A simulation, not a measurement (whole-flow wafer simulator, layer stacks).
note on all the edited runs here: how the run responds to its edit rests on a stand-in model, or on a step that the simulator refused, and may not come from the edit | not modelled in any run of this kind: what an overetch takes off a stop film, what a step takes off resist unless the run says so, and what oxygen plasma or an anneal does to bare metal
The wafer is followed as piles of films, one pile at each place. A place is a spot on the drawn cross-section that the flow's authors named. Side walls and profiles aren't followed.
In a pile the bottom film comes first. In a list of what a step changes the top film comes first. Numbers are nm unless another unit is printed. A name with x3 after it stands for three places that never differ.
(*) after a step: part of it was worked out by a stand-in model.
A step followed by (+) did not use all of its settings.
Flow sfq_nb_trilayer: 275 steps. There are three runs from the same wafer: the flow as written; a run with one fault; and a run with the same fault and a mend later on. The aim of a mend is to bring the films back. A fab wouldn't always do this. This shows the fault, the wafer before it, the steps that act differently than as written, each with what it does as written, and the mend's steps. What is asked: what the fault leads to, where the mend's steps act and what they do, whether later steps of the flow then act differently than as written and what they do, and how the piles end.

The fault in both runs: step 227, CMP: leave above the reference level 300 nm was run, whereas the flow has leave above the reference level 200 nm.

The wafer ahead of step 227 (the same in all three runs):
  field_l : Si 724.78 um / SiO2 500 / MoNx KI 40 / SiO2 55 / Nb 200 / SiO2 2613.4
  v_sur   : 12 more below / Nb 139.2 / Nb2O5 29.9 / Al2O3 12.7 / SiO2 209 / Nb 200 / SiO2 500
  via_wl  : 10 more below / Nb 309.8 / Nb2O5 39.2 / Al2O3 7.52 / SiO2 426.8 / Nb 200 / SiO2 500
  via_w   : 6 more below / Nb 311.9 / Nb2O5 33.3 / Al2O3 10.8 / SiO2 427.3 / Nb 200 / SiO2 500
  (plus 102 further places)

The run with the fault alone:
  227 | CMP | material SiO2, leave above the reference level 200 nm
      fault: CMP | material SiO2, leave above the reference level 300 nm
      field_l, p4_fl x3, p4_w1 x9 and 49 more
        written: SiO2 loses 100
        fault: nothing
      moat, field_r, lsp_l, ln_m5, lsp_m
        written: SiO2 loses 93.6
        fault: nothing
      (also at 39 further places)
  Steps later in the flow that act otherwise than as written (6 more steps, not shown, differ only slightly: by at most 2% or 0.5 nm, whichever is larger):
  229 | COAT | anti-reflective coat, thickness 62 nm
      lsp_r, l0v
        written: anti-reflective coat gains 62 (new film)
        fault: anti-reflective coat gains 63.5 (new film)
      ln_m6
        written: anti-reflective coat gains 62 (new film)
        fault: anti-reflective coat gains 60.2 (new film)
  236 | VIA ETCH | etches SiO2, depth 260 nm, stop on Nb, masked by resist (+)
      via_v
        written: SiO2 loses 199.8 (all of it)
        fault: SiO2 loses 260
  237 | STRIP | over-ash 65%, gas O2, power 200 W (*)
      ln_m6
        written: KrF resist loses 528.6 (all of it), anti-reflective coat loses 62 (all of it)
        fault: KrF resist loses 527 (all of it), anti-reflective coat loses 60.2 (all of it)
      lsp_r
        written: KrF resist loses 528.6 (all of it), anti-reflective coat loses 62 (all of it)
        fault: KrF resist loses 531.4 (all of it), anti-reflective coat loses 63.5 (all of it)
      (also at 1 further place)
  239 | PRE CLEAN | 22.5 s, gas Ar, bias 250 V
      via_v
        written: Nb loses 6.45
        fault: SiO2 loses 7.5
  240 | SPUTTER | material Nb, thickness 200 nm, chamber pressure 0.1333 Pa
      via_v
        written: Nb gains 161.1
        fault: Nb gains 146.9 (new film)
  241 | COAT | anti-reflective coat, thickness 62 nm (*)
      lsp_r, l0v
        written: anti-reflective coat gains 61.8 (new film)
        fault: anti-reflective coat gains 63.1 (new film)
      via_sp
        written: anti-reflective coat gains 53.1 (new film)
        fault: anti-reflective coat gains 49.9 (new film)
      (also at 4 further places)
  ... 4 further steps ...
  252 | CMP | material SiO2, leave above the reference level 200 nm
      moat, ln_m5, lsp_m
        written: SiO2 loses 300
        fault: SiO2 loses 293.6
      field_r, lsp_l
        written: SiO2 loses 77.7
        fault: SiO2 loses 71.3
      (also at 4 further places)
  By the end, the piles at field_l, v_sur, via_wl and 103 more depart from the flow's by more than 2% or 0.5 nm, whichever is larger.
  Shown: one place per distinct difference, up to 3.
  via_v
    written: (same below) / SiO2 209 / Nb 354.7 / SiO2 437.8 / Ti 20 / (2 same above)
    fault: (same below) / SiO2 209 / Nb 200 / SiO2 32.3 / Nb 146.9 / SiO2 513.3 / Ti 20 / (2 same above)
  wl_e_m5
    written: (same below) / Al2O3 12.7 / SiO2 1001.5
    fault: (same below) / Al2O3 12.7 / SiO2 1101.5
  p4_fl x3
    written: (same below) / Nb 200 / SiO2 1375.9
    fault: (same below) / Nb 200 / SiO2 1475.9

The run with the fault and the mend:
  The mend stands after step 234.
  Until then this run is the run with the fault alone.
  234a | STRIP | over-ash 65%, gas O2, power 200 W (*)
      p4_fl x3, p4_w1 x9, p4_g1 x2 and 63 more
        KrF resist loses 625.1 (all of it), anti-reflective coat loses 62 (all of it)
      field_l, v_sur, via_wl, via_w, via_wr, via_sp
        KrF resist loses 625 (all of it), anti-reflective coat loses 61.9 (all of it)
      wire, be, be_sur, gap, jj_sur, ce_l
        KrF resist loses 624.9 (all of it), anti-reflective coat loses 61.9 (all of it)
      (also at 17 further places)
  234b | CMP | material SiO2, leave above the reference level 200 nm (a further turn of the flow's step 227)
      field_l, v_sur, via_wl and 95 more
        SiO2 loses 100
      moat, field_r, lsp_l, ln_m5, lsp_m
        SiO2 loses 93.6
      lsp_r, l0_sur, l0v
        SiO2 loses 91.9
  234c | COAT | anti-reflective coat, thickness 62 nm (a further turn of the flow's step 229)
      field_l, v_sur, via_wl and 103 more
        anti-reflective coat gains 62 (new film)
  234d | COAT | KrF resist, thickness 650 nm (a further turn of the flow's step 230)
      field_l, v_sur, via_wl and 103 more
        KrF resist gains 650 (new film)
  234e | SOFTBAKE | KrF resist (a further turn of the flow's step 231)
      does not change any film at any place that is followed
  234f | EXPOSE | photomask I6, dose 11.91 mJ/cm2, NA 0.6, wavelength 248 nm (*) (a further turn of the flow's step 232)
      does not change any film at any place that is followed
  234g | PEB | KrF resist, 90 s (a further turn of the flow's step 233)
      field_l, v_sur, via_wl and 103 more
        KrF resist loses 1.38
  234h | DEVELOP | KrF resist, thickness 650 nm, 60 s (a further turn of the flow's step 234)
      field_l, v_sur, via_wl and 102 more
        KrF resist loses 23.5
      via_v
        KrF resist loses 648.6 (all of it)
  None of the later steps of the flow acts differently than as written at any place that is followed.
  At every place that both follow, the piles at the end match the flow's.
